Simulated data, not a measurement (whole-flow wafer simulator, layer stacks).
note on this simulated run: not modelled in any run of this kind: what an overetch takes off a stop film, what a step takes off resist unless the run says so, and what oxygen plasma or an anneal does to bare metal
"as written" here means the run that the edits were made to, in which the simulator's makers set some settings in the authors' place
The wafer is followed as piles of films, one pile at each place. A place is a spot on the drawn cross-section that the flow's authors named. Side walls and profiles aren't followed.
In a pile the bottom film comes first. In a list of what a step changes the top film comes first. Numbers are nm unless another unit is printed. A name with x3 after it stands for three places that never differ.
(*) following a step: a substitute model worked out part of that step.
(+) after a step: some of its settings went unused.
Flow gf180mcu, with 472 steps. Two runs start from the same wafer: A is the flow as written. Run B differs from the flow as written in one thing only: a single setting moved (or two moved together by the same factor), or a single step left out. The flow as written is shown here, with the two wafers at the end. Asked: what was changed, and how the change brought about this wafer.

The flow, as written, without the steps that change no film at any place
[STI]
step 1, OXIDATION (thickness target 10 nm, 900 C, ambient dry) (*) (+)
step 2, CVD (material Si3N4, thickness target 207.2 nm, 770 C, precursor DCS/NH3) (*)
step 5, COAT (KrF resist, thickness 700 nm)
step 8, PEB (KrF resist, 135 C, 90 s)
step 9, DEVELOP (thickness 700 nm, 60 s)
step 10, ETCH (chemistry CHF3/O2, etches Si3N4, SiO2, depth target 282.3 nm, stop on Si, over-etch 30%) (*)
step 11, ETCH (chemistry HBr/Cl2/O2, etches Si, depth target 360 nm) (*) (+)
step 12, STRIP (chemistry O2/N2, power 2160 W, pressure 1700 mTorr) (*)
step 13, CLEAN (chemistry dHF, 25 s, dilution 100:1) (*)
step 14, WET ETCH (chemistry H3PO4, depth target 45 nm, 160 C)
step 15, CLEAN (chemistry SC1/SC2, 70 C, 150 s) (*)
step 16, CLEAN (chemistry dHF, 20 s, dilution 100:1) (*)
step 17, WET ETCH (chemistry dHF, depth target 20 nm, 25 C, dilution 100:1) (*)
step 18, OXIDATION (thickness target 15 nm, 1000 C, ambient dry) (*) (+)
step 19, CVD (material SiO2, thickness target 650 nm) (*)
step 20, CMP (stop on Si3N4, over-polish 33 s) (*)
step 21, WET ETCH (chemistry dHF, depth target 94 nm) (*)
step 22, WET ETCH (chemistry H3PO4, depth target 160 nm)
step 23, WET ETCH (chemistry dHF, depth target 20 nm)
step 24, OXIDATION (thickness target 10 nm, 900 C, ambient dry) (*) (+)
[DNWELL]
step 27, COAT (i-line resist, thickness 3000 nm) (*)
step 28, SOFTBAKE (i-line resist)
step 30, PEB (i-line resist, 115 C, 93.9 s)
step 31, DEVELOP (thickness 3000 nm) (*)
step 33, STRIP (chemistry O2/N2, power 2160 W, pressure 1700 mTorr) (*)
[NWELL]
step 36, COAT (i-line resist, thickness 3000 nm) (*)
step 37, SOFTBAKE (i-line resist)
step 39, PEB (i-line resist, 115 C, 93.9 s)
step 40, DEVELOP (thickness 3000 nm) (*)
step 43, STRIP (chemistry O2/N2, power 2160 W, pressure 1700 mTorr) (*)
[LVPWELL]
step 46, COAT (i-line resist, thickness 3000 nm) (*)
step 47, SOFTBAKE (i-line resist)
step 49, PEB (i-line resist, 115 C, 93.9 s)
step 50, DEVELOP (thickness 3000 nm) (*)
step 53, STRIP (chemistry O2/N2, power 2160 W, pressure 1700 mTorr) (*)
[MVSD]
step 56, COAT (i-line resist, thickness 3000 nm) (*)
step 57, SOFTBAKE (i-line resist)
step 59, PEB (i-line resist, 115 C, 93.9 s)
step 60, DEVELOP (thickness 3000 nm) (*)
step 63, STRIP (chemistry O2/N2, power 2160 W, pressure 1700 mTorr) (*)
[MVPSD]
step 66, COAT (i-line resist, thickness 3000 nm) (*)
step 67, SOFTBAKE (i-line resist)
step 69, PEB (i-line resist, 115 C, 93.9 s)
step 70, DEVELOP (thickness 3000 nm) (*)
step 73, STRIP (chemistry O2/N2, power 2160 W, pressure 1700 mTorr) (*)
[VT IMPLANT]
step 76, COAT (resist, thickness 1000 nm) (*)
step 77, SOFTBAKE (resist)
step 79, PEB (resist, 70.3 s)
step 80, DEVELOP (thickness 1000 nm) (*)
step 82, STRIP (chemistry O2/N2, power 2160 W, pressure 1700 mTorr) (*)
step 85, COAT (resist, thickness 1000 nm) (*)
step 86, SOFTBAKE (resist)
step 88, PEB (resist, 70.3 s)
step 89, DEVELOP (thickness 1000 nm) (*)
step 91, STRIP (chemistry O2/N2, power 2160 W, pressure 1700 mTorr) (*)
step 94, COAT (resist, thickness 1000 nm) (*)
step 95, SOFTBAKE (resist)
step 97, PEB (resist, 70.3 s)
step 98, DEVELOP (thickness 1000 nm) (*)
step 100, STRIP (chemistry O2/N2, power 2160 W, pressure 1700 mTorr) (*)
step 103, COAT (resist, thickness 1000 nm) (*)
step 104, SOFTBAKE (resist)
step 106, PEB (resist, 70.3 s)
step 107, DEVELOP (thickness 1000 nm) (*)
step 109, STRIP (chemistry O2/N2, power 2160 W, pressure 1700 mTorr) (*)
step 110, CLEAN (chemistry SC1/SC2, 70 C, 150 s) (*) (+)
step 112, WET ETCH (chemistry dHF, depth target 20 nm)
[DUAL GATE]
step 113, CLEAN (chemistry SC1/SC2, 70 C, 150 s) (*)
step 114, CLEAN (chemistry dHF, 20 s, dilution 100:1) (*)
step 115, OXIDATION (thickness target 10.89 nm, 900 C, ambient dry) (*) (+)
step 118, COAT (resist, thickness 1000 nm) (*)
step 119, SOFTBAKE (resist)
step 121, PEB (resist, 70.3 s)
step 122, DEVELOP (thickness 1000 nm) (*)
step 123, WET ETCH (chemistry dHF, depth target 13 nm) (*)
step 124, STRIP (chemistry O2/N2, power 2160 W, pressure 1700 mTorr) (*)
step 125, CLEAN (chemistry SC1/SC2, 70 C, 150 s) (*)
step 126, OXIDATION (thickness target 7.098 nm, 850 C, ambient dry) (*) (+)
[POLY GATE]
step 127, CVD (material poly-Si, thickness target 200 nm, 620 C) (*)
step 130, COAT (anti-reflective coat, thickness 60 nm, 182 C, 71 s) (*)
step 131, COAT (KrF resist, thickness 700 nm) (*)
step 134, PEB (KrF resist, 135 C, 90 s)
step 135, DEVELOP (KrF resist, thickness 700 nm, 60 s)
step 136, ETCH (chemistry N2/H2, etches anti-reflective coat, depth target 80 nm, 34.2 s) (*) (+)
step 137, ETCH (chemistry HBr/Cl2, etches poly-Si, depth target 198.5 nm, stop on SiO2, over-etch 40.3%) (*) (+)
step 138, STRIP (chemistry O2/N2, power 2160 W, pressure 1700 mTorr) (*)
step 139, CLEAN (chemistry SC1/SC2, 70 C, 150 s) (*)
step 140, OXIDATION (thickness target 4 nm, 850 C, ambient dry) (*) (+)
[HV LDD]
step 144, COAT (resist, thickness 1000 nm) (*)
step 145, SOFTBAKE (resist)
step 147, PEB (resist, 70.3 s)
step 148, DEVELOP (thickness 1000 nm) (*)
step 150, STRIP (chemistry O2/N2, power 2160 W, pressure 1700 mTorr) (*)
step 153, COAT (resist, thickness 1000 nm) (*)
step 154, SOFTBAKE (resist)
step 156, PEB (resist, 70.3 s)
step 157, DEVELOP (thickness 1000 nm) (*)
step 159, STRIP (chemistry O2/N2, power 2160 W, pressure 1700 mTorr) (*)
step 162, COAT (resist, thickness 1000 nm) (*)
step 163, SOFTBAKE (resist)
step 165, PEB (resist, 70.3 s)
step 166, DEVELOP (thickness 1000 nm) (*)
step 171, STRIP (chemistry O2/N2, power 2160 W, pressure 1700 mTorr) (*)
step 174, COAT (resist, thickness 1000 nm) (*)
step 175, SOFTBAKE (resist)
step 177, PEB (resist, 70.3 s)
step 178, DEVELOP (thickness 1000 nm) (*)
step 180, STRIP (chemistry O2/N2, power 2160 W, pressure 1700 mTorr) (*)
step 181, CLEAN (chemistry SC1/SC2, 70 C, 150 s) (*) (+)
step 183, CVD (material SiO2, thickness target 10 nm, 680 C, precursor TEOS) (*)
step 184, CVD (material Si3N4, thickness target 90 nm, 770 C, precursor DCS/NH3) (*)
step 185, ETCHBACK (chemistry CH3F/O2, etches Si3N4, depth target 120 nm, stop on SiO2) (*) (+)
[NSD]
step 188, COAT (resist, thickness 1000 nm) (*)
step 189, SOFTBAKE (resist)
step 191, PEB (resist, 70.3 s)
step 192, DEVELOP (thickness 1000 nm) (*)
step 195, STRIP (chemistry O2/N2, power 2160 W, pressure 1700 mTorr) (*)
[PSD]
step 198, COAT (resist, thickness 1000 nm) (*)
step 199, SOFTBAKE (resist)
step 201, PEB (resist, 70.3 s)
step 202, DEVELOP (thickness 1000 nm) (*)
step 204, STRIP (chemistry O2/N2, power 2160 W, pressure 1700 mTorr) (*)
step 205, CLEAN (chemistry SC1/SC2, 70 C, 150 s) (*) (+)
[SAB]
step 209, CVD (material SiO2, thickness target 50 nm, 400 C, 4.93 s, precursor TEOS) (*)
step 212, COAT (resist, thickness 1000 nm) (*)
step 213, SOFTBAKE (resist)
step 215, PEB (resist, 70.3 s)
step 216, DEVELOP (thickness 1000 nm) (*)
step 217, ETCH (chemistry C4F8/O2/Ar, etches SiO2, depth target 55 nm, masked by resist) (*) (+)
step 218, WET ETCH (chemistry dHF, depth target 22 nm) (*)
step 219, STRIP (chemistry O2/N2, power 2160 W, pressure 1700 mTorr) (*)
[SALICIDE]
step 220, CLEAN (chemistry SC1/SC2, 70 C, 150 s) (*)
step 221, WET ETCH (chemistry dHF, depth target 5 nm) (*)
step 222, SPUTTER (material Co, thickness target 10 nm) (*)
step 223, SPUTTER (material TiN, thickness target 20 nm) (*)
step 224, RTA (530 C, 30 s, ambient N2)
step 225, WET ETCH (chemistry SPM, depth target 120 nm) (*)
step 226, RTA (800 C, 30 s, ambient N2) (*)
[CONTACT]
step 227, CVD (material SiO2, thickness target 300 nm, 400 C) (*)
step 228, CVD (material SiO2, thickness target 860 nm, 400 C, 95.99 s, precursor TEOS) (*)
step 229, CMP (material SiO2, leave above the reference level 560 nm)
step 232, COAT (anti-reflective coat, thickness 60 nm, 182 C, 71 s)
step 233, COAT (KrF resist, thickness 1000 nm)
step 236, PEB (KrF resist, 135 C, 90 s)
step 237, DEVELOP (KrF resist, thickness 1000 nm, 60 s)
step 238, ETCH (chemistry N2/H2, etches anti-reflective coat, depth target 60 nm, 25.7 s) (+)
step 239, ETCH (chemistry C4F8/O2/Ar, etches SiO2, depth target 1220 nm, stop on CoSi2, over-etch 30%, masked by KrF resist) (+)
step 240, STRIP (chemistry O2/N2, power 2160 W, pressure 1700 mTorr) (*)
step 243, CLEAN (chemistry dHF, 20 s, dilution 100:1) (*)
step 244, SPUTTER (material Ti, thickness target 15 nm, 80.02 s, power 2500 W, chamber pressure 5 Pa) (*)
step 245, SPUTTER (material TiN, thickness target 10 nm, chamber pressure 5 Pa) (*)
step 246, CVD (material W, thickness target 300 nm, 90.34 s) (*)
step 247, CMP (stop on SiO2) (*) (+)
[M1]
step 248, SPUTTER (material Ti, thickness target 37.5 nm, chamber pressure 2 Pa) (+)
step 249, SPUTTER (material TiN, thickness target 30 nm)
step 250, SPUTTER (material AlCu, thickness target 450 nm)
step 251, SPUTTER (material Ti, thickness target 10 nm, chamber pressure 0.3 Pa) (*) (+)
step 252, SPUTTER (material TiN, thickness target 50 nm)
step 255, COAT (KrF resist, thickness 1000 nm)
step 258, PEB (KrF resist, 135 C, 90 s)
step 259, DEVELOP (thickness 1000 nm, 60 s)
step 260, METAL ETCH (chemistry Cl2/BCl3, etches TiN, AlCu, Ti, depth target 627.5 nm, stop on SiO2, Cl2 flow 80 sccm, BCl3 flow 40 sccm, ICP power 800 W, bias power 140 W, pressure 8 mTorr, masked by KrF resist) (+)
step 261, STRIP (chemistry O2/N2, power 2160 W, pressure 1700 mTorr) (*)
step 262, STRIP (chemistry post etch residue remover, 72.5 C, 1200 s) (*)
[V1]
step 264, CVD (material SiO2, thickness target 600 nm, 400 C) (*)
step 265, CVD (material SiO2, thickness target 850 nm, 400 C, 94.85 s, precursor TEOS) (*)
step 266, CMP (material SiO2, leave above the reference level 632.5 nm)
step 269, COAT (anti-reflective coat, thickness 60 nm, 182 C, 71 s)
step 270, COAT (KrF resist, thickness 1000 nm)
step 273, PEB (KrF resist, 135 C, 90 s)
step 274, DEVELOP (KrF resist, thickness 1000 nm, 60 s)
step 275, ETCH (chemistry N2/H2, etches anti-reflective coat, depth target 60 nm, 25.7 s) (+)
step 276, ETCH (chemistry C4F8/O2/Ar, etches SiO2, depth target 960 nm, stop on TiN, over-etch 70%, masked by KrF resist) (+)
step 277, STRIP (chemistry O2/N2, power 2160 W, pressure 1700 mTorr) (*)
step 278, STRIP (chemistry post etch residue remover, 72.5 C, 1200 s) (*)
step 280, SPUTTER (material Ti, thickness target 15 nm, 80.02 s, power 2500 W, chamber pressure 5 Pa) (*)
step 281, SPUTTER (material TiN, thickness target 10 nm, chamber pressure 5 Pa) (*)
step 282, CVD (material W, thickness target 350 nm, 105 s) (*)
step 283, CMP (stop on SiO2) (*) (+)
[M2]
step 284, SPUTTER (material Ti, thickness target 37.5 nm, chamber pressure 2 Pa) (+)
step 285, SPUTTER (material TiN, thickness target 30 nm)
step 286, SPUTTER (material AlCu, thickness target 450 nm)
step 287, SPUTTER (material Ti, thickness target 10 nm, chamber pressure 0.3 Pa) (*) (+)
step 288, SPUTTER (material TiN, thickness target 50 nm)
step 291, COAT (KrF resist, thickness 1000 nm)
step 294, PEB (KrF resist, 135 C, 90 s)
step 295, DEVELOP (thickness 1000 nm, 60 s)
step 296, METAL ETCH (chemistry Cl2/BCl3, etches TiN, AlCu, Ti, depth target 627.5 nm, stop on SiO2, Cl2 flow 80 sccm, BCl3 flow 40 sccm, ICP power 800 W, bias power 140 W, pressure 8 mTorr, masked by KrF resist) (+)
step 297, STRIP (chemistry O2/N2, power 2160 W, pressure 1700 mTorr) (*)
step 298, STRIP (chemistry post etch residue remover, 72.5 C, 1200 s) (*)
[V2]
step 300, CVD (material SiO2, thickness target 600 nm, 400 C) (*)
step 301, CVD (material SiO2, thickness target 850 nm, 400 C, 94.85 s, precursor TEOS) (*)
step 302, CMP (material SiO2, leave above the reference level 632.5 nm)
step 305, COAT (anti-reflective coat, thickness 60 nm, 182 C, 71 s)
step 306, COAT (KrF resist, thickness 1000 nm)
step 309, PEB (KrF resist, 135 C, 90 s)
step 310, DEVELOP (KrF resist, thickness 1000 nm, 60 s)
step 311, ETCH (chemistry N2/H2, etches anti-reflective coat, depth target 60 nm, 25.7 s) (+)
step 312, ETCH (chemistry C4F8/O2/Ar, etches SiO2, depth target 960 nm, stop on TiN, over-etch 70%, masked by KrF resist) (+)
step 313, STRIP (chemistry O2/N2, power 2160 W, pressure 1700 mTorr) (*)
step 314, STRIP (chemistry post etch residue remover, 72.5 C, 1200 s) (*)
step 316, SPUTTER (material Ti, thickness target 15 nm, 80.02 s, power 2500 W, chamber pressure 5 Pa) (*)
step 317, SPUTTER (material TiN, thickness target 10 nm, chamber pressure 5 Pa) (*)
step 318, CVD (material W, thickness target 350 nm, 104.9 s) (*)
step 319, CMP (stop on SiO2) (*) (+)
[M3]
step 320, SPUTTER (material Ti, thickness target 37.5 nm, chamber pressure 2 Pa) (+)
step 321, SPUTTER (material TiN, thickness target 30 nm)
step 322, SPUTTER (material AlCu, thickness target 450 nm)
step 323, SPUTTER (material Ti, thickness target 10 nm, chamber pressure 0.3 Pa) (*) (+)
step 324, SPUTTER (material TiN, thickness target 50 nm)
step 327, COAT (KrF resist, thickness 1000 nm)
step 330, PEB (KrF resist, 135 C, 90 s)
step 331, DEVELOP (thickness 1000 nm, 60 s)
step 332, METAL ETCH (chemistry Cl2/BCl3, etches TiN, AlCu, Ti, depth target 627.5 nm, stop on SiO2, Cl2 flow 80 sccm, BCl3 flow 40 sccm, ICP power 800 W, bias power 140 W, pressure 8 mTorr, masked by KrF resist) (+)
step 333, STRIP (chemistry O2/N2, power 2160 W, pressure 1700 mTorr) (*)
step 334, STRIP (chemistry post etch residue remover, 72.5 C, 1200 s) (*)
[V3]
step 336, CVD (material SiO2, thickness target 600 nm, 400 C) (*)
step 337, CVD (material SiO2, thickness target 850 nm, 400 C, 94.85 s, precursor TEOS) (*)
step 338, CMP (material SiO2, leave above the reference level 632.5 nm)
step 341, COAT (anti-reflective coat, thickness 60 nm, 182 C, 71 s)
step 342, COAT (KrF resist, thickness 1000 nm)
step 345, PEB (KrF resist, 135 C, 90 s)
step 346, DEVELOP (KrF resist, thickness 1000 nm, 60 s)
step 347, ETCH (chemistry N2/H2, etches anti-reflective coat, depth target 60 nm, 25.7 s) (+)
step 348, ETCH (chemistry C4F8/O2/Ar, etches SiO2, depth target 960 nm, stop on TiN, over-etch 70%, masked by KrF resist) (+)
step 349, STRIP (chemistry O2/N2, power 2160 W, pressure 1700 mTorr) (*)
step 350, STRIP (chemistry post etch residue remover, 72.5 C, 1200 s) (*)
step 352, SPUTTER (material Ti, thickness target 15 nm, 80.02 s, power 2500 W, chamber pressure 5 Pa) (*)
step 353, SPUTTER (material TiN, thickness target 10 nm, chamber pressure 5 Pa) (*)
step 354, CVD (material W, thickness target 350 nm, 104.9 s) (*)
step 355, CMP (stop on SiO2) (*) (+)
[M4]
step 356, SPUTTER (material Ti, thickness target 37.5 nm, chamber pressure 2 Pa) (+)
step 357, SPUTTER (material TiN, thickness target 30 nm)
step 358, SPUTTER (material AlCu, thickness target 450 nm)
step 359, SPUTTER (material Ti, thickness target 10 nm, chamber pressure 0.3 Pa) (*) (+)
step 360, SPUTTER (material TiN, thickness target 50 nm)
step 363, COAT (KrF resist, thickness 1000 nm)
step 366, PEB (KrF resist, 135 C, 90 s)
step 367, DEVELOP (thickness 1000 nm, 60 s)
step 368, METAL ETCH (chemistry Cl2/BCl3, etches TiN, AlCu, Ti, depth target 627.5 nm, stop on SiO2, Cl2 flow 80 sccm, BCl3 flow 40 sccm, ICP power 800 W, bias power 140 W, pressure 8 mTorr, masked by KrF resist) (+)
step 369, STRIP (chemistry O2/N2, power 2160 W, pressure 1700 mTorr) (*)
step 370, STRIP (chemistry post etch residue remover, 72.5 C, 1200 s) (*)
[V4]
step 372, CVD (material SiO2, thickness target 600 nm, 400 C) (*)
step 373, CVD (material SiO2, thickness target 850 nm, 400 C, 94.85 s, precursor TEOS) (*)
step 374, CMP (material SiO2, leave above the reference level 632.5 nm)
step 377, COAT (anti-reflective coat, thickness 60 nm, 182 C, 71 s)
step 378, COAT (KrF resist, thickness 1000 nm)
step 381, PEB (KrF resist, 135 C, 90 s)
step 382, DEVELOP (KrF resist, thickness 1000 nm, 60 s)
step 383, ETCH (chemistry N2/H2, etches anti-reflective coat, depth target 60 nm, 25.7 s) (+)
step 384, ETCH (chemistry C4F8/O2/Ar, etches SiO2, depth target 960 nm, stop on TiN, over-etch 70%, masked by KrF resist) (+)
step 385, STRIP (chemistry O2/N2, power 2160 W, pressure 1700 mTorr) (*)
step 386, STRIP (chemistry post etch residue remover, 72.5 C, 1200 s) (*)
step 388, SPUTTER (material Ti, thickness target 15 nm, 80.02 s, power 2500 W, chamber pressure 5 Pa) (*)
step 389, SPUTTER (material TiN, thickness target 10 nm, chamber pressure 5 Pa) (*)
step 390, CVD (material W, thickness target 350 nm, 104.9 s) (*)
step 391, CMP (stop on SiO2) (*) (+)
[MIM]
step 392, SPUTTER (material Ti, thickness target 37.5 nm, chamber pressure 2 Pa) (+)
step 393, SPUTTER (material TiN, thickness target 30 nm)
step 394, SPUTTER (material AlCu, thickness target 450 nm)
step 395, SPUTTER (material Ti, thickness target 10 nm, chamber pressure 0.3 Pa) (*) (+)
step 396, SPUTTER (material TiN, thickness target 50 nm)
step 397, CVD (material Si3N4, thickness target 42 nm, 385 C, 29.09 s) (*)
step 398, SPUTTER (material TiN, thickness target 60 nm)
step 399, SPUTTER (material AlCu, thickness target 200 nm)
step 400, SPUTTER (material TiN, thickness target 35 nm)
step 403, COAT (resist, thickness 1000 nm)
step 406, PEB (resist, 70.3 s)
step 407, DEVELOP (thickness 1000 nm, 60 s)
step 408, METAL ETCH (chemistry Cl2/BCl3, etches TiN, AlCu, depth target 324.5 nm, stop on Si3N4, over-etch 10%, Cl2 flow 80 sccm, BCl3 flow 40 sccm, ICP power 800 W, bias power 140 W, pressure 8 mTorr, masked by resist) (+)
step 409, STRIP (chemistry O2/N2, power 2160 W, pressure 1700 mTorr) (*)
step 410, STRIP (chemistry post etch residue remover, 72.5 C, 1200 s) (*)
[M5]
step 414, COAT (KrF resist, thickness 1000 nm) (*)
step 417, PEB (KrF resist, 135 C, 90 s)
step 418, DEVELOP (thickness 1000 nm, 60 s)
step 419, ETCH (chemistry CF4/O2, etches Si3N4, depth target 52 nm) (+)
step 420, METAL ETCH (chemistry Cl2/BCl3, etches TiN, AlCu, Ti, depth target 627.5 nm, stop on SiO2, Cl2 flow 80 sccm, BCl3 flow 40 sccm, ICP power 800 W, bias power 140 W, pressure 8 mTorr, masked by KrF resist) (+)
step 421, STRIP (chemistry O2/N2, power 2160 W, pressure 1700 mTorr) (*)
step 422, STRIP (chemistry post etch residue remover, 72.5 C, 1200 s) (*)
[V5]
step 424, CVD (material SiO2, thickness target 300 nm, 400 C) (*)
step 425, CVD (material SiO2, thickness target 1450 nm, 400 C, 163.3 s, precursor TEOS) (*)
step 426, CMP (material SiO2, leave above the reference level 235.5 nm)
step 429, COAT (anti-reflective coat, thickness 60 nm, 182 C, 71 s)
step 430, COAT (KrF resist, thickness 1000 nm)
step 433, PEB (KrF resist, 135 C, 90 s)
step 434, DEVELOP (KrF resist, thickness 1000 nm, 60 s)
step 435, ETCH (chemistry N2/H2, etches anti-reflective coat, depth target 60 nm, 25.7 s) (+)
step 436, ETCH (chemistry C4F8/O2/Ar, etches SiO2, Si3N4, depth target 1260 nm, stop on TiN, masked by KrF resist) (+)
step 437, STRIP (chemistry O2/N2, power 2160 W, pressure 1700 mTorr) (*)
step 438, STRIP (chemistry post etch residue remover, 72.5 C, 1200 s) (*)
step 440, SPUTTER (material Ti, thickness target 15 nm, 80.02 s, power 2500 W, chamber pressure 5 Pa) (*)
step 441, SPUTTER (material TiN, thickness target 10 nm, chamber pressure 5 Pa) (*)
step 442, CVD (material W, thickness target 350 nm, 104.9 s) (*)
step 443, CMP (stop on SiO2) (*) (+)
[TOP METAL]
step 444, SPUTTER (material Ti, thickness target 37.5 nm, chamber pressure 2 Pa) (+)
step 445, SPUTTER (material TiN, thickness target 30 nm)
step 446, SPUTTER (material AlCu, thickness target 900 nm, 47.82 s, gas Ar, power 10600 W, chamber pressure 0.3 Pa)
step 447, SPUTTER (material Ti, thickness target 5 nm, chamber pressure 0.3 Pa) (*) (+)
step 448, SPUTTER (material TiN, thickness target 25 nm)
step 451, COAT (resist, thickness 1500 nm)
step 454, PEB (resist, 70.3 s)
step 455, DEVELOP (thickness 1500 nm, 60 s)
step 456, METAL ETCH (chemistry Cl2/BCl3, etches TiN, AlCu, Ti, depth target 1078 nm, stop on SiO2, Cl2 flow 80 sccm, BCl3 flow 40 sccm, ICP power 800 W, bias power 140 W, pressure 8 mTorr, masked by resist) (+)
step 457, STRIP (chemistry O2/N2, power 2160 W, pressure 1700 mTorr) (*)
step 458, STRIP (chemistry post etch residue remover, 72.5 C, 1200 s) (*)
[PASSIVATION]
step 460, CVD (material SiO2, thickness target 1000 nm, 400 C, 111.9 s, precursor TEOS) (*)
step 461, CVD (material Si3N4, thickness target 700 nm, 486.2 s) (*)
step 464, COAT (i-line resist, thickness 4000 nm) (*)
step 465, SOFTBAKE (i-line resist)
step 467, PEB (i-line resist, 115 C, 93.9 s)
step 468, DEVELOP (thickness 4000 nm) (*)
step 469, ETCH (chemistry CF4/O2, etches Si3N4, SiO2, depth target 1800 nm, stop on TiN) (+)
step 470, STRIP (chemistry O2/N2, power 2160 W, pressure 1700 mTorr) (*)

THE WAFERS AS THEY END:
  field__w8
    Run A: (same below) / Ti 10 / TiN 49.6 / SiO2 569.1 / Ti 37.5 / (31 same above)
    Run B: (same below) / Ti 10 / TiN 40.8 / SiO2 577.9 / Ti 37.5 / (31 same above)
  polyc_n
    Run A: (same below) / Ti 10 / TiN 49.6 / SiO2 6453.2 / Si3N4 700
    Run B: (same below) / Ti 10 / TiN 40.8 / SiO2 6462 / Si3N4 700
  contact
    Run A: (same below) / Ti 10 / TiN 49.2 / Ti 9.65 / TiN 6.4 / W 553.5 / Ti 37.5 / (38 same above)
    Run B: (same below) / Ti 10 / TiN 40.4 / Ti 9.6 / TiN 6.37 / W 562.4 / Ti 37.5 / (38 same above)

Cause: step 252, SPUTTER: thickness target 41.2 nm was run, whereas the flow has thickness target 50 nm.

The path from the change to this, step by step:
  step 252, SPUTTER (material TiN, thickness target 50 nm)
      field, field__w1, field__w2 and 108 more: A +50 TiN (new film) | B +41.2 TiN (new film)
  step 260, METAL ETCH (chemistry Cl2/BCl3, etches TiN, AlCu, Ti, depth target 627.5 nm, stop on SiO2, Cl2 flow 80 sccm, BCl3 flow 40 sccm, ICP power 800 W, bias power 140 W, pressure 8 mTorr, masked by KrF resist) (+)
      field, field__w1, field__w2 and 99 more: A -50 TiN (all of it), -10 Ti (all of it), -450 AlCu (all of it), -30 TiN (all of it), -37.5 Ti (all of it) | B -41.2 TiN (all of it), -10 Ti (all of it), -450 AlCu (all of it), -30 TiN (all of it), -37.5 Ti (all of it)
